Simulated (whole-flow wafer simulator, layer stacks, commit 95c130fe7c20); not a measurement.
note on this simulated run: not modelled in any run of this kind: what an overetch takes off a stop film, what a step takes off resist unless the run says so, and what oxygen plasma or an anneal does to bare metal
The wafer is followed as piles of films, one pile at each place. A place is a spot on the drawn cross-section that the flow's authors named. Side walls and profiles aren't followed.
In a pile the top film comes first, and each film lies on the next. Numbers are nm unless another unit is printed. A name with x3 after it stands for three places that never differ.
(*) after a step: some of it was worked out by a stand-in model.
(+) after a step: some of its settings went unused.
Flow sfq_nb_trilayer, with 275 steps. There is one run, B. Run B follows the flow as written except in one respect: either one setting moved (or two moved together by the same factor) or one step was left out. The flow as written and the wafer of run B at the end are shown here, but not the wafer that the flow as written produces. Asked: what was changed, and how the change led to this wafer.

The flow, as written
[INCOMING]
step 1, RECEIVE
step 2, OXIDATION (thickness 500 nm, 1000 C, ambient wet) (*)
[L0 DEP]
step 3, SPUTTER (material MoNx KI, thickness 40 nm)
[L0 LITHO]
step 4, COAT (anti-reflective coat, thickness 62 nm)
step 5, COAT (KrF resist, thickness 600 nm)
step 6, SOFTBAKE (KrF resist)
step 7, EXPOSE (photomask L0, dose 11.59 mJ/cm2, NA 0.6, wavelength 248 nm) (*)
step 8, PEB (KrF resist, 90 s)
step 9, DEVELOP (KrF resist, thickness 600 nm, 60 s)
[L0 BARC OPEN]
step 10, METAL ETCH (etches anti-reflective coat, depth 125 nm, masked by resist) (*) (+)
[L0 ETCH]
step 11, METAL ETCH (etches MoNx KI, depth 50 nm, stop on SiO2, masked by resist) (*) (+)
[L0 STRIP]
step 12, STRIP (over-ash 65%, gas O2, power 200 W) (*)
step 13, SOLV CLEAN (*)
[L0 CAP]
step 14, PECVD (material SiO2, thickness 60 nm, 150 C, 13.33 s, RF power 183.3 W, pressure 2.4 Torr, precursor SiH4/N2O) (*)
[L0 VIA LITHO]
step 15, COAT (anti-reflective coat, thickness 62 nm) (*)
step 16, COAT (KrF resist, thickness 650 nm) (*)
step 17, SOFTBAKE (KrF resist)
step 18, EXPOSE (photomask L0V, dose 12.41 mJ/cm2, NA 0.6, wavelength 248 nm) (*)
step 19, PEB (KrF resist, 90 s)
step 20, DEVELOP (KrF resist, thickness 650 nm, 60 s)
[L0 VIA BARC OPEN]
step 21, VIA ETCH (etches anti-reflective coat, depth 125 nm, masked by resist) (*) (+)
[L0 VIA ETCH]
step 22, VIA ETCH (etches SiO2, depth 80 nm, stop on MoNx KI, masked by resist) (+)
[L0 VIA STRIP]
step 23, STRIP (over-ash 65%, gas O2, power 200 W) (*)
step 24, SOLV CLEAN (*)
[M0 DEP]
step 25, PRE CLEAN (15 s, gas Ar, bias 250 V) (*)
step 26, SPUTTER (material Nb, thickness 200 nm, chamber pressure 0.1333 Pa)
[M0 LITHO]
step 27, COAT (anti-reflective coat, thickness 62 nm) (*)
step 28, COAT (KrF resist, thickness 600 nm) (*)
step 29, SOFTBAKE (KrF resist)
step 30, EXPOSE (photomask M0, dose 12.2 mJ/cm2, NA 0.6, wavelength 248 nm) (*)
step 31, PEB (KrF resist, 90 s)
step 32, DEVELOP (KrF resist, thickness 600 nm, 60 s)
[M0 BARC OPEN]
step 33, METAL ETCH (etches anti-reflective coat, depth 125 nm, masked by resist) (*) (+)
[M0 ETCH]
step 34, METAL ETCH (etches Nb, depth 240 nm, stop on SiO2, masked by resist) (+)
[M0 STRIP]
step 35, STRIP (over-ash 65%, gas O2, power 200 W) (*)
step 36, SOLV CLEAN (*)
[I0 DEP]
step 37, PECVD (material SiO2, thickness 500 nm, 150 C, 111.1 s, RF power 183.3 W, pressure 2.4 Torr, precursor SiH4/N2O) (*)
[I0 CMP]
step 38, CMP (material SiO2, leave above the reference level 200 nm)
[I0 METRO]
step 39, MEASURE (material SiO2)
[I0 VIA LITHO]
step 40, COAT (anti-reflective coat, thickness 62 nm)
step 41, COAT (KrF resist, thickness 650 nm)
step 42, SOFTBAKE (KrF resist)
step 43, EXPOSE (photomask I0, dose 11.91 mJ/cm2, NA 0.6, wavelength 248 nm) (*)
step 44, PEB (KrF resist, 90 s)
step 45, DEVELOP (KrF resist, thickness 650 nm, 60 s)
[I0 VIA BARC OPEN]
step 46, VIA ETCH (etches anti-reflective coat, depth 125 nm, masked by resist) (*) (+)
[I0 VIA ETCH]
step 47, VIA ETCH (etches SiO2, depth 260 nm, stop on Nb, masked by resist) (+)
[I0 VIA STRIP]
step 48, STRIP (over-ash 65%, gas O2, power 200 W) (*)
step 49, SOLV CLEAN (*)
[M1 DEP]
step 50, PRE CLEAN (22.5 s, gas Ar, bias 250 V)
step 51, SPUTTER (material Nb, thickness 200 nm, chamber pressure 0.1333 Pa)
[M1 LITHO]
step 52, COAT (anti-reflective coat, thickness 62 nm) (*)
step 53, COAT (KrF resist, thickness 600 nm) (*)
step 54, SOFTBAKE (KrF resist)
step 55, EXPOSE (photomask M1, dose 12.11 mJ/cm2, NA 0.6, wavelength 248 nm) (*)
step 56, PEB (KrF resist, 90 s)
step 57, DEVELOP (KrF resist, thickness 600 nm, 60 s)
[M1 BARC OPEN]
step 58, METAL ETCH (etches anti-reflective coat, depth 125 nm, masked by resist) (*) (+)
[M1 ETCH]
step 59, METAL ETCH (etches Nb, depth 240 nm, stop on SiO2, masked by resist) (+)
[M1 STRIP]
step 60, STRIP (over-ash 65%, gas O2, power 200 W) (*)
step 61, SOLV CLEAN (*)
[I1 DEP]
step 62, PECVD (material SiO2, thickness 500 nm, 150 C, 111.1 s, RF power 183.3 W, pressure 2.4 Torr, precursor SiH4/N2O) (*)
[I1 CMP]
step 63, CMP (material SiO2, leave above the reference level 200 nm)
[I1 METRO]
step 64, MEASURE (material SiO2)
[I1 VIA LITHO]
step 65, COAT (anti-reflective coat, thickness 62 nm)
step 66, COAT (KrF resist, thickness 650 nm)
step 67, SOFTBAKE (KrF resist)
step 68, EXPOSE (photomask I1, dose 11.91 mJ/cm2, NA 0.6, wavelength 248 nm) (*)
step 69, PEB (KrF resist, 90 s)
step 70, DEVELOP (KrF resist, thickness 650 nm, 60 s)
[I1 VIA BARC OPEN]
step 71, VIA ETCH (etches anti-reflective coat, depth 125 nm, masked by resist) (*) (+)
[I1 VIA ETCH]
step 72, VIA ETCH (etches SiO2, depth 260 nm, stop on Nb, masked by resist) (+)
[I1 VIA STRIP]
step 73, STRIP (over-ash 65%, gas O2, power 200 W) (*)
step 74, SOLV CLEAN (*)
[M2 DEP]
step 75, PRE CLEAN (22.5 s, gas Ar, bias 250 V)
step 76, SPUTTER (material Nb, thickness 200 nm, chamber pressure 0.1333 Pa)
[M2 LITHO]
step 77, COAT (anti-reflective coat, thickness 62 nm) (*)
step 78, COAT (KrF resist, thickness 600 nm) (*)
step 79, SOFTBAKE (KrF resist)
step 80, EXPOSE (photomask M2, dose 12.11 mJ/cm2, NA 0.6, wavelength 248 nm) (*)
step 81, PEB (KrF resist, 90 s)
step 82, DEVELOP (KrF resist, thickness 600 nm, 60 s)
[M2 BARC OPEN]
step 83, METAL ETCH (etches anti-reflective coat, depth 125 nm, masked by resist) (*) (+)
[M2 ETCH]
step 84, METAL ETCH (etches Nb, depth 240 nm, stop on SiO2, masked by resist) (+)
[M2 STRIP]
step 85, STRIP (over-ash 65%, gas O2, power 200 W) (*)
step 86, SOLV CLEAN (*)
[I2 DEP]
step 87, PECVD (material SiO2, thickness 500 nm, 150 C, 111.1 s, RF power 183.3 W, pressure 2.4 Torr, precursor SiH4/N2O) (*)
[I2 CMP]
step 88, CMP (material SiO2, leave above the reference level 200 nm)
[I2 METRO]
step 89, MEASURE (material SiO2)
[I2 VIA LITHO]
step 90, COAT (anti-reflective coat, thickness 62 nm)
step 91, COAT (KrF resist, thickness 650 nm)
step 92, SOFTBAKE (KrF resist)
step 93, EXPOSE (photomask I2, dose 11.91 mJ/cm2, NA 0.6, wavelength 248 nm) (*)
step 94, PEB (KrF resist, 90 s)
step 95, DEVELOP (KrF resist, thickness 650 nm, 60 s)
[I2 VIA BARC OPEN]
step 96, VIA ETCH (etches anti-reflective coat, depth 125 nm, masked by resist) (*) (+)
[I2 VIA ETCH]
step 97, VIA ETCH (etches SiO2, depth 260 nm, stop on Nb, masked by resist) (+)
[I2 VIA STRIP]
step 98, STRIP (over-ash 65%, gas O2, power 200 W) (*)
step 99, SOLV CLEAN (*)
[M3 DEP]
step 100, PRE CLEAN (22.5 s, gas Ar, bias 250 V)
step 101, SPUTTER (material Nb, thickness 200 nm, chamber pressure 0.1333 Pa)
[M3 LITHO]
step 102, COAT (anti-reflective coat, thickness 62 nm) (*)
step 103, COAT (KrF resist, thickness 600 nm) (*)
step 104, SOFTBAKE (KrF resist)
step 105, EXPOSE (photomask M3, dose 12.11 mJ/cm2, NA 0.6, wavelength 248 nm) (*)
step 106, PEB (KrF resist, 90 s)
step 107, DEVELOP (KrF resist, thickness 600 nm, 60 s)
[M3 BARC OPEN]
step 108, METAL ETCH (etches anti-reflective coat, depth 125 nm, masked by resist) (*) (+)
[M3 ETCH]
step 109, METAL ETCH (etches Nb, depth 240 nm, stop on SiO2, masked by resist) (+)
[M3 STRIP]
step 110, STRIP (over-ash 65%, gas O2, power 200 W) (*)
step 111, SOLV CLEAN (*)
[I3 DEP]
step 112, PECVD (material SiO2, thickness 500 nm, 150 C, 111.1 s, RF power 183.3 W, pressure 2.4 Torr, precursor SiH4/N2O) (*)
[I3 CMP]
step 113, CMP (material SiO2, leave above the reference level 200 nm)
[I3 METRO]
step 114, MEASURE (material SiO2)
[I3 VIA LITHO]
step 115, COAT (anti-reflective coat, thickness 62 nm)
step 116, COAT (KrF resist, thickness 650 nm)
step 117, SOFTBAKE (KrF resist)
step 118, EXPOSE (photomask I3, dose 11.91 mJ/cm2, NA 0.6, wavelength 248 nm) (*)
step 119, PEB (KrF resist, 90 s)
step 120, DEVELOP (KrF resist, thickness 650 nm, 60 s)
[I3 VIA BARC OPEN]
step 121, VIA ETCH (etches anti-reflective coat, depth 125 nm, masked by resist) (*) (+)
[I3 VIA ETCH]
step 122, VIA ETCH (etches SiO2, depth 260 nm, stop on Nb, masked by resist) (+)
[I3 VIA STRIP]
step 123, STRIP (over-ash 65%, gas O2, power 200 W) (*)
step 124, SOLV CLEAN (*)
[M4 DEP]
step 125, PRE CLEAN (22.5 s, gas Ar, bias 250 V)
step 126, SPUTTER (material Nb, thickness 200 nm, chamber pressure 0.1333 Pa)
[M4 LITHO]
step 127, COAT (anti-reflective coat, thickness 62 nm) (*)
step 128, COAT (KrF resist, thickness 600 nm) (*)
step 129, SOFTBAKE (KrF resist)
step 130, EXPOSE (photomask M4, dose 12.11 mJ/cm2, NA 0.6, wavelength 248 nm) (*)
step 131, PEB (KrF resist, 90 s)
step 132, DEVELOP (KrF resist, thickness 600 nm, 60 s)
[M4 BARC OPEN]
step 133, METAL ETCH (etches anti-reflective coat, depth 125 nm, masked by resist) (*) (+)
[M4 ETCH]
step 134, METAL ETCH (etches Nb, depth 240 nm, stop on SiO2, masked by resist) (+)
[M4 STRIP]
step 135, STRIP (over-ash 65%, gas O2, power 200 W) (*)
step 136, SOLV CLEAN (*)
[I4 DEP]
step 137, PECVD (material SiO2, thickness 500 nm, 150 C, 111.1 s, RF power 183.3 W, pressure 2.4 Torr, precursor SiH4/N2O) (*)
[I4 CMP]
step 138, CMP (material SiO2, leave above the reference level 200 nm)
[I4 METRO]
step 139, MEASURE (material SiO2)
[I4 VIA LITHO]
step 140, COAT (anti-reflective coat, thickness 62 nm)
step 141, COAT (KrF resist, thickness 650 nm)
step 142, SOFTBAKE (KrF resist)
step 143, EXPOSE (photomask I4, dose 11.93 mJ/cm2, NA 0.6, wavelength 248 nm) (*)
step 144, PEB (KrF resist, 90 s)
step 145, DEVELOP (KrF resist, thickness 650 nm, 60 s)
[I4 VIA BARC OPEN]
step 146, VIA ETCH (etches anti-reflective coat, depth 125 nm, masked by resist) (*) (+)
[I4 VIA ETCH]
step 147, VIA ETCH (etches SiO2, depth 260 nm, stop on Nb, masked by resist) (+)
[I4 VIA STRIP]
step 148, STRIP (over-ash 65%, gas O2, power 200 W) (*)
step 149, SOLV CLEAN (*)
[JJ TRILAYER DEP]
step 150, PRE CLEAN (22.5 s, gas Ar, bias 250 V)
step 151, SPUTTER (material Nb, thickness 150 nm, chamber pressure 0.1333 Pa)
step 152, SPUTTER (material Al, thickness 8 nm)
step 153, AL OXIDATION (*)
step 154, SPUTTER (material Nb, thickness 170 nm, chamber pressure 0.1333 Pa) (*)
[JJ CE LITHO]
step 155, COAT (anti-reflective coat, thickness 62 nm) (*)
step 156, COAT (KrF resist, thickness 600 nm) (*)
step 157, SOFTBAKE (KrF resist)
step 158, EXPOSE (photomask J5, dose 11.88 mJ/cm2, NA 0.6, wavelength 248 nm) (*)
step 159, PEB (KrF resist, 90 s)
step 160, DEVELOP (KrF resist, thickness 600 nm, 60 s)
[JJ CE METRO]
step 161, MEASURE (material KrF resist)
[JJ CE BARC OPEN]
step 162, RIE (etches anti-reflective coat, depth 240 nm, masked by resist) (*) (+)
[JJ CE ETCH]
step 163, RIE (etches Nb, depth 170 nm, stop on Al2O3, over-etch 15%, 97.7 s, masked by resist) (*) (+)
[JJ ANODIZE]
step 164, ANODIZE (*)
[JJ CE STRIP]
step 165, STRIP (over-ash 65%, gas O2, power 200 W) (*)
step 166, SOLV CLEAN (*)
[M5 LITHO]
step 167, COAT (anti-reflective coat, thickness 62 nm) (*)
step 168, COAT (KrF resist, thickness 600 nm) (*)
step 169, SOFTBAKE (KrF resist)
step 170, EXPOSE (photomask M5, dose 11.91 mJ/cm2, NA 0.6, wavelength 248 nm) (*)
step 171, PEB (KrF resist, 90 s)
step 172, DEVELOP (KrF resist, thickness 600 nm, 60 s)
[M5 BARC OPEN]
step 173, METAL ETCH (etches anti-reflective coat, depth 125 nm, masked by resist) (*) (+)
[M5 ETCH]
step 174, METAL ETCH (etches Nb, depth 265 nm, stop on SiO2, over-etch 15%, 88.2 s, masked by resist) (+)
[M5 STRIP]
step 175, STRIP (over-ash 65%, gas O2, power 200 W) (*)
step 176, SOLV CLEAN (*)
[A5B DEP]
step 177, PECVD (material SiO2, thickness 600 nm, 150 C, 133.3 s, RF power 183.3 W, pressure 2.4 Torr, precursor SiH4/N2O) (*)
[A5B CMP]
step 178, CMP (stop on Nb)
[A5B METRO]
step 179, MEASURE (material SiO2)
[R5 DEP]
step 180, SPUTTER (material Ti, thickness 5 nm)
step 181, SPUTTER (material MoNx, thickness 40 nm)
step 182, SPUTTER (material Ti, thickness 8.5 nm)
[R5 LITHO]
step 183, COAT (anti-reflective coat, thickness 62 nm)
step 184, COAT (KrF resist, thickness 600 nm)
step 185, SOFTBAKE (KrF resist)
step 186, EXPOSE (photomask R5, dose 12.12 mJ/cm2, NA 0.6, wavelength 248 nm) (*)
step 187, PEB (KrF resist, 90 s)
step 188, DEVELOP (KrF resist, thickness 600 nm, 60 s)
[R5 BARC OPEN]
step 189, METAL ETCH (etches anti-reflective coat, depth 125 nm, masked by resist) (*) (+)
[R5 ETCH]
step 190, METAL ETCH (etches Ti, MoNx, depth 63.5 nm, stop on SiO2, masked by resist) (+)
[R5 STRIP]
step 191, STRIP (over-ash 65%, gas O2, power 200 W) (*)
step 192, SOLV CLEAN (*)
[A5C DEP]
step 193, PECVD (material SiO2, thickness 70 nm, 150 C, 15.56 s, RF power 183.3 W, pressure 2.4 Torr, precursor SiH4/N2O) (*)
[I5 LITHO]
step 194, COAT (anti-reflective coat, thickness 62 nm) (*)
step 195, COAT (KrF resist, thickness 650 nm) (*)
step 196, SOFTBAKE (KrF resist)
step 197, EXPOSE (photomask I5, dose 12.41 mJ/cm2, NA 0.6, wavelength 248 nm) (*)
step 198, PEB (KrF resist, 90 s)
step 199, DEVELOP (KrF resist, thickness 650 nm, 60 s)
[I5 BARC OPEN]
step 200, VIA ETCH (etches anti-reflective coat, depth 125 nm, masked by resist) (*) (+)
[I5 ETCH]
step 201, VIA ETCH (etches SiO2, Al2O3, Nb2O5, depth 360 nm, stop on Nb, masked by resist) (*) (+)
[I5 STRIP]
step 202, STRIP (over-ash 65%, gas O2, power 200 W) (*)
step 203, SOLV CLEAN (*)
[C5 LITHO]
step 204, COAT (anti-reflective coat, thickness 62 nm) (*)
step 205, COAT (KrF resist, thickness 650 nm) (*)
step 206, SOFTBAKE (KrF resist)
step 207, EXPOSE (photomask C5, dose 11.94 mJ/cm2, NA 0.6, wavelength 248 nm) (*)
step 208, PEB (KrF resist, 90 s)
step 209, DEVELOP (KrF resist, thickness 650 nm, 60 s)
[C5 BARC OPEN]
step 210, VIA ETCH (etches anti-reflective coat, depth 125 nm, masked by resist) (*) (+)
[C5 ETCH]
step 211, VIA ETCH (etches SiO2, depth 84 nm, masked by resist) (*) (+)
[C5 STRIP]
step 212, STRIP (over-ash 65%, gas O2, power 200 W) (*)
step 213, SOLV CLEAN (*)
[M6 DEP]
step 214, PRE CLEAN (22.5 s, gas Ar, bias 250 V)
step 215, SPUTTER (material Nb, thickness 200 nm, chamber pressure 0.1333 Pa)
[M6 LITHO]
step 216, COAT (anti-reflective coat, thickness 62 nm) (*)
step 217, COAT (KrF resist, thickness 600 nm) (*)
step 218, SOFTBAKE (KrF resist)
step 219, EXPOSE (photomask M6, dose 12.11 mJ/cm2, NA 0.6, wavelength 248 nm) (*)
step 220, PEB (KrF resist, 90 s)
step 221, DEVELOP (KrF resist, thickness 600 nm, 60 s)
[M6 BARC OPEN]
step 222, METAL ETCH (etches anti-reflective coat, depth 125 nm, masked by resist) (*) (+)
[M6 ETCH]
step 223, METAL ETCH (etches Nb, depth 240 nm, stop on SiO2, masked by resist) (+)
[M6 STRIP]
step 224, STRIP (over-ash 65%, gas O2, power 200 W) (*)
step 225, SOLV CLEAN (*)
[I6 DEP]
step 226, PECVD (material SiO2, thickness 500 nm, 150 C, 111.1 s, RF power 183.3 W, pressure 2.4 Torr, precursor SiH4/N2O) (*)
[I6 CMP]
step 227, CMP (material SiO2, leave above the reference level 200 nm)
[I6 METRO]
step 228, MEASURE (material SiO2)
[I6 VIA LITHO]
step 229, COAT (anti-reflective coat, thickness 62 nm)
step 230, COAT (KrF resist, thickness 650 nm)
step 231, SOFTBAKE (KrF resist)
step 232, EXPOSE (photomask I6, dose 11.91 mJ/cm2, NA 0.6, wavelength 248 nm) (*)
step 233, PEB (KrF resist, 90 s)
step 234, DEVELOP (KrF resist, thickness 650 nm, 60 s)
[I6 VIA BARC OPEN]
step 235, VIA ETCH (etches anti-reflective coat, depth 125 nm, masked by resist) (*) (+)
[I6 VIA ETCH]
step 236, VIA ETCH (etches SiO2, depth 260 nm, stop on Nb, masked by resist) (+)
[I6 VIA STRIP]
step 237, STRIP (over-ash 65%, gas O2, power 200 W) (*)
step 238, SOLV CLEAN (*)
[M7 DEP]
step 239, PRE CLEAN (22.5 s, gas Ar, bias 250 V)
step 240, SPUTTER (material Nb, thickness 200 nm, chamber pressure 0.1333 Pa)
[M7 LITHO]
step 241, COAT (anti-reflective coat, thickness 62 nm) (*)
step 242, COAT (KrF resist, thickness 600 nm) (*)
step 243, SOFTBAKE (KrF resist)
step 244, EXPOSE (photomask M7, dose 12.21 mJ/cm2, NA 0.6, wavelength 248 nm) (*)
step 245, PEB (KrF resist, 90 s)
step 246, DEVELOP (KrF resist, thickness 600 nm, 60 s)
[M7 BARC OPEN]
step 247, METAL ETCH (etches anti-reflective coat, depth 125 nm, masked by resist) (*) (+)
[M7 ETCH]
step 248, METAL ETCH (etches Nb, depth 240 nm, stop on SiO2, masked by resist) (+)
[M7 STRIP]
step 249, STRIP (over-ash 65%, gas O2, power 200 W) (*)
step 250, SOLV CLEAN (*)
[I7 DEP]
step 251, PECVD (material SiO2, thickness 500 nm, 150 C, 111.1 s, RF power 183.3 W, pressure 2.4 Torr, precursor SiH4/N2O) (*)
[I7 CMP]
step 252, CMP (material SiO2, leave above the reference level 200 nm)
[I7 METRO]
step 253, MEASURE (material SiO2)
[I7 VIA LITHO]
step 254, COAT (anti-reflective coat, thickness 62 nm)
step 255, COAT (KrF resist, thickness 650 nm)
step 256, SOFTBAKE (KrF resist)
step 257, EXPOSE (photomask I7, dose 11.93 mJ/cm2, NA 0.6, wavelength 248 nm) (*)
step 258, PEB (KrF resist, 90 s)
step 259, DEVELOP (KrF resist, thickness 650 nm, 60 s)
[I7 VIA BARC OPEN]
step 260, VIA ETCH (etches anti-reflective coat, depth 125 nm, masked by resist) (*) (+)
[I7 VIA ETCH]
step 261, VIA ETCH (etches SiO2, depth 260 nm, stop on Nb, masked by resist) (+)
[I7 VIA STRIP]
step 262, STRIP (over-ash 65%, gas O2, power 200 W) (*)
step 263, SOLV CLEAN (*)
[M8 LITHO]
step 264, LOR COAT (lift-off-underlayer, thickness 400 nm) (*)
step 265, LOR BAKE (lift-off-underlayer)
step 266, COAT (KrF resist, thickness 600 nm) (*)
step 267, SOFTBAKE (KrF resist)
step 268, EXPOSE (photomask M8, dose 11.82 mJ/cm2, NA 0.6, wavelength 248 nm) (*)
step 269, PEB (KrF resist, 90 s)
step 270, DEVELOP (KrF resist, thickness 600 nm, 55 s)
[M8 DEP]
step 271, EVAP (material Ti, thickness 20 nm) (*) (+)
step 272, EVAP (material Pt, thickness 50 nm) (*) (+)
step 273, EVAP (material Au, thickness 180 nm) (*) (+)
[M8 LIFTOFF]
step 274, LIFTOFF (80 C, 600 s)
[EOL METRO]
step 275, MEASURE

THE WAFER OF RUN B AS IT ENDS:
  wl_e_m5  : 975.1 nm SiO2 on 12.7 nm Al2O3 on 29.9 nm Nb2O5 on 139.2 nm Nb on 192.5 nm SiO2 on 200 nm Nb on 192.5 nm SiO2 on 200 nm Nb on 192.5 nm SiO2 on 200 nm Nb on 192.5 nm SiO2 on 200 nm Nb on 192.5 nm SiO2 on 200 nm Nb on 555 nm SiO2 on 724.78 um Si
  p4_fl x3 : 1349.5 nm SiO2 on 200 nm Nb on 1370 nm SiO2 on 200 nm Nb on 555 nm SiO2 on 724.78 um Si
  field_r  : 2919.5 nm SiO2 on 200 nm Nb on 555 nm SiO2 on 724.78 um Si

Cause: step 240, SPUTTER: thickness 173.6 nm was run, whereas the flow has thickness 200 nm.

Step by step, how the change led to this:
  step 240, SPUTTER (material Nb, thickness 200 nm, chamber pressure 0.1333 Pa)
      field_l, v_sur, via_wl and 102 more: Nb gains 173.6 (new film) (in the flow as written it would be: Nb gains 200 (new film))
      via_v: Nb gains 139.8 (in the flow as written it would be: Nb gains 161.1)
  step 248, METAL ETCH (etches Nb, depth 240 nm, stop on SiO2, masked by resist) (+)
      field_l, field_r, lsp_l and 62 more: Nb loses 173.6 (all of it) (in the flow as written it would be: Nb loses 200 (all of it))
  step 251, PECVD (material SiO2, thickness 500 nm, 150 C, 111.1 s, RF power 183.3 W, pressure 2.4 Torr, precursor SiH4/N2O) (*)
      m7r_space_l x2: SiO2 gains 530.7 (in the flow as written it would be: SiO2 gains 557.1)
  step 252, CMP (material SiO2, leave above the reference level 200 nm)
      field_l, p4_fl x3, p4_w1 x9 and 46 more: SiO2 loses 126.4 (in the flow as written it would be: SiO2 loses 100)
      field_r, lsp_l: SiO2 loses 107 (in the flow as written it would be: SiO2 loses 77.7)
      (as well as at 2 more places)
